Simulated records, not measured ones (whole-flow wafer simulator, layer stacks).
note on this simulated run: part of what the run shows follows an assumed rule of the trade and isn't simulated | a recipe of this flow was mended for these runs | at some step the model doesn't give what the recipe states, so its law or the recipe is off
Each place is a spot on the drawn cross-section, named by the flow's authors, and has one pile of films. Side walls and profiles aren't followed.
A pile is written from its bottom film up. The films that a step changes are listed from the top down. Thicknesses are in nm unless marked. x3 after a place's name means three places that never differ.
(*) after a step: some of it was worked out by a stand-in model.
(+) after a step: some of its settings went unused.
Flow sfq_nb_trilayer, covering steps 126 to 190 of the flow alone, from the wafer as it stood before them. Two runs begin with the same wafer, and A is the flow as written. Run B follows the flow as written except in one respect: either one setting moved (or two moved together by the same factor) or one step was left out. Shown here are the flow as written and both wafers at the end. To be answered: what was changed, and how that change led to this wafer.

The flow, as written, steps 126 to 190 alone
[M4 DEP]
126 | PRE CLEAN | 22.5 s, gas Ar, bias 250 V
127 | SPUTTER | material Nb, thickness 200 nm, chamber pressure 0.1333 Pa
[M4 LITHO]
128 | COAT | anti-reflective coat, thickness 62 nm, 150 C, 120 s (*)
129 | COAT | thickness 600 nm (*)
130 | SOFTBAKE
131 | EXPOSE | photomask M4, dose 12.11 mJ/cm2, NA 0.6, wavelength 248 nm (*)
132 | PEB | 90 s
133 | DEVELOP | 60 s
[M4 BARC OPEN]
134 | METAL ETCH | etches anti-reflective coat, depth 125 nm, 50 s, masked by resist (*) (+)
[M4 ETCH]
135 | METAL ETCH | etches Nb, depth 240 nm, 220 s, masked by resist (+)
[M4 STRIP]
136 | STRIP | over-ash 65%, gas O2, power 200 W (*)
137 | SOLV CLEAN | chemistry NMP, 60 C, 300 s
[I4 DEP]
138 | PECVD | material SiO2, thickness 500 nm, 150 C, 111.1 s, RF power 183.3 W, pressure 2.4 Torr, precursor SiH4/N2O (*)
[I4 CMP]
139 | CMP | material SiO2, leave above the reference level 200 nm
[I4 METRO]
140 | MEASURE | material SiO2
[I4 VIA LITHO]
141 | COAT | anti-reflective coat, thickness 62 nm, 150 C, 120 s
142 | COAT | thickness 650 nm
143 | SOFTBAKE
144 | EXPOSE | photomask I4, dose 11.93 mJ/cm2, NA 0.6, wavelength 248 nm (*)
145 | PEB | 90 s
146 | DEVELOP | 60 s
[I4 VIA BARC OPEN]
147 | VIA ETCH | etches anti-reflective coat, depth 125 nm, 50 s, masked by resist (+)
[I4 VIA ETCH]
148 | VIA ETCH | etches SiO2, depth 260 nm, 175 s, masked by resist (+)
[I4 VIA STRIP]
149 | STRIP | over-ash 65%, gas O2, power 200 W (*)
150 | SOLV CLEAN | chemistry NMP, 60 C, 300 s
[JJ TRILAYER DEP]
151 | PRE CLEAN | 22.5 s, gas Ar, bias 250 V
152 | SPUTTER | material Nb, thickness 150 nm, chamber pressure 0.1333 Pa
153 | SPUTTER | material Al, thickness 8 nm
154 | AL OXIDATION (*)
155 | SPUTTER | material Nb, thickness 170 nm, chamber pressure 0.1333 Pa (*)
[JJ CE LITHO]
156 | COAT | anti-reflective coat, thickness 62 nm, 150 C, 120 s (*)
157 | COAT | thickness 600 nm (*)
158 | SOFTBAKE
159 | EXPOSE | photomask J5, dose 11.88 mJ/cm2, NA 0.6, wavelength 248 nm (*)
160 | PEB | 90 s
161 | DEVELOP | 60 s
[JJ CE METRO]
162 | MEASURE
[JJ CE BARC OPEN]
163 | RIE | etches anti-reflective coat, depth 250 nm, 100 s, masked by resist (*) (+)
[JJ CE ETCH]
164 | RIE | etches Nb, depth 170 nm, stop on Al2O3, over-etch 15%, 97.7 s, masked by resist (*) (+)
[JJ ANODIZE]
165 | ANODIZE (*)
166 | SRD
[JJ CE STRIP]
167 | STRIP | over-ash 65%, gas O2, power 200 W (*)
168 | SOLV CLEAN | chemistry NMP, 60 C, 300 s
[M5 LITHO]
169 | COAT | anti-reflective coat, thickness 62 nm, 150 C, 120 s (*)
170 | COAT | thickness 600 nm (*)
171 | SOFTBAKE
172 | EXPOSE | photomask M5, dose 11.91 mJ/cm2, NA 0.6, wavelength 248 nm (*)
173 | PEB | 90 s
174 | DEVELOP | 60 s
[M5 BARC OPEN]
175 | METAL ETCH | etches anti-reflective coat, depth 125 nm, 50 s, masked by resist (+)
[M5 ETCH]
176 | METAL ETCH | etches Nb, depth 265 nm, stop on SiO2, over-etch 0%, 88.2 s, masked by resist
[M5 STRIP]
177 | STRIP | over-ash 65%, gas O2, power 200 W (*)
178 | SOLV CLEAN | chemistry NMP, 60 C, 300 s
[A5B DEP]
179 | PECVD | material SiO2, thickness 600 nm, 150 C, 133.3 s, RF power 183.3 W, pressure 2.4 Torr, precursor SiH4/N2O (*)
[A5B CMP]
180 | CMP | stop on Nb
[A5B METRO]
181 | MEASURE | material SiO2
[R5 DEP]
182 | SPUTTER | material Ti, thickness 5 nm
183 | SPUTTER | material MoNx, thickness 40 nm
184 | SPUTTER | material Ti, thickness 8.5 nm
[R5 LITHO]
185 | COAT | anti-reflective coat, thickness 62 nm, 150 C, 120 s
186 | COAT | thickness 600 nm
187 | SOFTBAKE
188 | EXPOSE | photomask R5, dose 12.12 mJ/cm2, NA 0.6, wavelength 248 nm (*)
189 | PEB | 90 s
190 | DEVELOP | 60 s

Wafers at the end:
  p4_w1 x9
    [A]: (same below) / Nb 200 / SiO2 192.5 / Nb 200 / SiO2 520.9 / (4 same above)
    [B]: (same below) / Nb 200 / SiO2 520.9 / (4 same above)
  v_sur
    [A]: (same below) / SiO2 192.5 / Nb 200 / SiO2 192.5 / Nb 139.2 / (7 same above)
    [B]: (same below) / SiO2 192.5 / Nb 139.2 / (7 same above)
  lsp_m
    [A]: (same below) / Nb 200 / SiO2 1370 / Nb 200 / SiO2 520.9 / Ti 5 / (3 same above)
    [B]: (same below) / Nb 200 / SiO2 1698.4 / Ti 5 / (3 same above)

What caused this: step 127, SPUTTER: material Nb, thickness 200 nm, chamber pressure 0.1333 Pa, was not run.

Step by step, how the change led to this:
  128 | COAT | anti-reflective coat, thickness 62 nm, 150 C, 120 s (*)
      via_wr: A anti-reflective coat gains 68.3 (new film) | B anti-reflective coat gains 66.5 (new film)
      via_sp: A anti-reflective coat gains 41.4 (new film) | B anti-reflective coat gains 39 (new film)
      (also at 3 further places)
  129 | COAT | thickness 600 nm (*)
      via_v: A KrF-resist-other-grade gains 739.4 (new film) | B KrF-resist-other-grade gains 718.9 (new film)
  134 | METAL ETCH | etches anti-reflective coat, depth 125 nm, 50 s, masked by resist (*) (+)
      be: A anti-reflective coat loses 68.4 (all of it) | B anti-reflective coat loses 66.8 (all of it), SiO2 loses 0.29
  135 | METAL ETCH | etches Nb, depth 240 nm, 220 s, masked by resist (+)
      field_l, be, be_sur and 64 more: A Nb loses 200 (all of it), SiO2 loses 4 | B SiO2 loses 24
  136 | STRIP | over-ash 65%, gas O2, power 200 W (*)
      via_wr: A KrF-resist-other-grade loses 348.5 (all of it), anti-reflective coat loses 68.3 (all of it) | B KrF-resist-other-grade loses 350.6 (all of it), anti-reflective coat loses 66.5 (all of it)
      via_sp: A KrF-resist-other-grade loses 364.7 (all of it), anti-reflective coat loses 41.4 (all of it) | B KrF-resist-other-grade loses 367.9 (all of it), anti-reflective coat loses 39 (all of it)
      (also at 2 further places)
  138 | PECVD | material SiO2, thickness 500 nm, 150 C, 111.1 s, RF power 183.3 W, pressure 2.4 Torr, precursor SiH4/N2O (*)
      v_sur, via_wl, via_w and 35 more: A SiO2 gains 500 (new film) | B SiO2 gains 500
      p3_s0 x6: A SiO2 gains 561.1 | B SiO2 gains 500
      (also at 1 further place)
  139 | CMP | material SiO2, leave above the reference level 200 nm
      field_l, be, be_sur and 55 more: A SiO2 loses 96 | B SiO2 loses 468.2
      v_sur, via_wl, via_w and 35 more: A SiO2 loses 300 | B SiO2 loses 492.5
      (also at 10 further places)
  148 | VIA ETCH | etches SiO2, depth 260 nm, 175 s, masked by resist (+)
      via_w: A SiO2 loses 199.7 (all of it), Nb loses 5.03 | B SiO2 loses 260
  151 | PRE CLEAN | 22.5 s, gas Ar, bias 250 V
      via_w: A Nb loses 6.45 | B SiO2 loses 7.5
  152 | SPUTTER | material Nb, thickness 150 nm, chamber pressure 0.1333 Pa
      via_w: A Nb gains 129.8 | B Nb gains 123.1 (new film)
  155 | SPUTTER | material Nb, thickness 170 nm, chamber pressure 0.1333 Pa (*)
      via_w: A Nb gains 140.2 (new film) | B Nb gains 130.2 (new film)
  156 | COAT | anti-reflective coat, thickness 62 nm, 150 C, 120 s (*)
      via_wl, via_wr: A anti-reflective coat gains 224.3 (new film) | B anti-reflective coat gains 152.1 (new film)
  157 | COAT | thickness 600 nm (*)
      via_wl: A KrF-resist-other-grade gains 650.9 (new film) | B KrF-resist-other-grade gains 708.9 (new film)
      via_w: A KrF-resist-other-grade gains 766.6 (new film) | B KrF-resist-other-grade gains 821.8 (new film)
      (also at 1 further place)
  161 | DEVELOP | 60 s
      via_wl: A KrF-resist-other-grade loses 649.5 (all of it) | B KrF-resist-other-grade loses 707.4 (all of it)
      via_w: A KrF-resist-other-grade loses 764.9 (all of it) | B KrF-resist-other-grade loses 820 (all of it)
      (also at 1 further place)
  163 | RIE | etches anti-reflective coat, depth 250 nm, 100 s, masked by resist (*) (+)
      via_wl, via_wr: A anti-reflective coat loses 224.3 (all of it) | B anti-reflective coat loses 152.1 (all of it)
  164 | RIE | etches Nb, depth 170 nm, stop on Al2O3, over-etch 15%, 97.7 s, masked by resist (*) (+)
      via_w: A Nb loses 140.2 (all of it), Al2O3 loses 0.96 (all of it) | B Nb loses 130.2 (all of it), Al2O3 loses 0.96 (all of it)
  ... another 4 steps ...
  179 | PECVD | material SiO2, thickness 600 nm, 150 C, 133.3 s, RF power 183.3 W, pressure 2.4 Torr, precursor SiH4/N2O (*)
      via_w: A SiO2 gains 600 (new film) | B SiO2 gains 661.2 (new film)
With metal films that touch counted as one body, p4_w1 x9 has 3 bodies (between them, from the top down: SiO2 520.9; SiO2 977.5); the flow as written gives 4 bodies (between them, from the top down: SiO2 520.9; SiO2 192.5; SiO2 977.5).
With metal films that touch counted as one body, v_sur has 6 bodies (between them, from the top down: SiO2 146.5 / Al2O3 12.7 / Nb2O5 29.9; SiO2 192.5; SiO2 192.5; SiO2 192.5; SiO2 192.5); the flow as written gives 7 bodies (between them, from the top down: SiO2 146.5 / Al2O3 12.7 / Nb2O5 29.9; SiO2 192.5; SiO2 192.5; SiO2 192.5; SiO2 192.5; SiO2 192.5).
With metal films that touch counted as one body, lsp_m has 2 bodies (between them, from the top down: SiO2 1698.4); the flow as written gives 3 bodies (between them, from the top down: SiO2 520.9; SiO2 1370).
